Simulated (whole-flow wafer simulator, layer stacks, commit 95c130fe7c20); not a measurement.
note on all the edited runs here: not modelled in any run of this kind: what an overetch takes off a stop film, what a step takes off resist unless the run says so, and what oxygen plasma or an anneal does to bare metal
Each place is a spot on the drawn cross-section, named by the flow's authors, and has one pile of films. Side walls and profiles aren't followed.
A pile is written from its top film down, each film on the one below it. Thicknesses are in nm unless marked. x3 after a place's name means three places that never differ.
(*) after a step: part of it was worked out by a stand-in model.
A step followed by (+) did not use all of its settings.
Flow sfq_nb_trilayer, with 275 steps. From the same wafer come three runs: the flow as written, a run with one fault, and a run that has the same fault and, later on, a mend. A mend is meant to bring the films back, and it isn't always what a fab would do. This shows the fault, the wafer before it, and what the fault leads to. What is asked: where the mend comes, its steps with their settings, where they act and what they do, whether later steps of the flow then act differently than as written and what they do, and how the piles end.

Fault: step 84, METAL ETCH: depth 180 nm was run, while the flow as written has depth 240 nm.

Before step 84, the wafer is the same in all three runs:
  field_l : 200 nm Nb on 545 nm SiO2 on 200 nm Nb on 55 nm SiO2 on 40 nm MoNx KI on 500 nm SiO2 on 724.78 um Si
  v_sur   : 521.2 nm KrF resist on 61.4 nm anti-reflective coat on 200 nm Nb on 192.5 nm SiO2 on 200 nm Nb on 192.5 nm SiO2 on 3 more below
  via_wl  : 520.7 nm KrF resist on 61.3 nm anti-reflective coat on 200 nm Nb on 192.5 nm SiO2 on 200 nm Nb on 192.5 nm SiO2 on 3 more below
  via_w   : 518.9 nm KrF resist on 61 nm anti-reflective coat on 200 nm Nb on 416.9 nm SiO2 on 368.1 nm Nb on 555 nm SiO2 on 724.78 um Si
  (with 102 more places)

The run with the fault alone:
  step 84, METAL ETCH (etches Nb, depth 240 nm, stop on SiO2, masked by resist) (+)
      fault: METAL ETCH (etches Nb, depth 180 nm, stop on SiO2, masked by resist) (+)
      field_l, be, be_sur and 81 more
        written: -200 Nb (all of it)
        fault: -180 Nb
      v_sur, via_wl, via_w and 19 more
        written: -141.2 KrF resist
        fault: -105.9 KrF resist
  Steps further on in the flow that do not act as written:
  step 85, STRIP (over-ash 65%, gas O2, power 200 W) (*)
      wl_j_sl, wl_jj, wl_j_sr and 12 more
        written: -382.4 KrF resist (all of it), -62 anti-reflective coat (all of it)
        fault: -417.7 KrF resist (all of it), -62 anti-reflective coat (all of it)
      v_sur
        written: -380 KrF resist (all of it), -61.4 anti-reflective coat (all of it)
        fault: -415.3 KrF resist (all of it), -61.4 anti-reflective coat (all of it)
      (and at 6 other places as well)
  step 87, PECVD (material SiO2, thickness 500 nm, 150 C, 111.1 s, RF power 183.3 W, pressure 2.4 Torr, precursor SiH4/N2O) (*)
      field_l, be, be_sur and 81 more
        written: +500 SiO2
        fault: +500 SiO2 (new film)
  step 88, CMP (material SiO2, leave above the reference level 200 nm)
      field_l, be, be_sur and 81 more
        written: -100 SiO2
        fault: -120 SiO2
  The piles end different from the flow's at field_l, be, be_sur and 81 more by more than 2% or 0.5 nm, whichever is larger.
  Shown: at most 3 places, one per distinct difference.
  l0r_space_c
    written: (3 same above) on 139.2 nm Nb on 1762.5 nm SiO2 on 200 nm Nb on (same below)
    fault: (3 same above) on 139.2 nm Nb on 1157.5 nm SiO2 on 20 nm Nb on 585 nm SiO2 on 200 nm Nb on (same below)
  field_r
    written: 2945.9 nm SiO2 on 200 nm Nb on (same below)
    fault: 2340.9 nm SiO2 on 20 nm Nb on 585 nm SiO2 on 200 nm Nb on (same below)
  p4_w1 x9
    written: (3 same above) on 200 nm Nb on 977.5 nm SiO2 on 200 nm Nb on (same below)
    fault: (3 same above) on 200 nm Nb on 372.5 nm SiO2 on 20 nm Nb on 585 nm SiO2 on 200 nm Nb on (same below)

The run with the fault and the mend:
  After step 84 comes the mend.
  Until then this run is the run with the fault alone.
  step 84a, METAL ETCH (etches Nb, depth 60 nm, stop on SiO2, masked by resist) (+) (the flow's step 84 again, with other settings)
      field_l, be, be_sur and 81 more
        -20 Nb (all of it)
      v_sur, via_wl, via_w and 19 more
        -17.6 KrF resist
  Steps further on in the flow that do not act as written:
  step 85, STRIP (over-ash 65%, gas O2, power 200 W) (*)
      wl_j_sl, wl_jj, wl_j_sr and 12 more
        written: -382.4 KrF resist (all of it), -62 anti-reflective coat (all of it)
        mend: -400 KrF resist (all of it), -62 anti-reflective coat (all of it)
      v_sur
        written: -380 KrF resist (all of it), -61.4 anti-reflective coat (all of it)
        mend: -397.7 KrF resist (all of it), -61.4 anti-reflective coat (all of it)
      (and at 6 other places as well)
  The piles end the same as the flow's at every place that both follow.
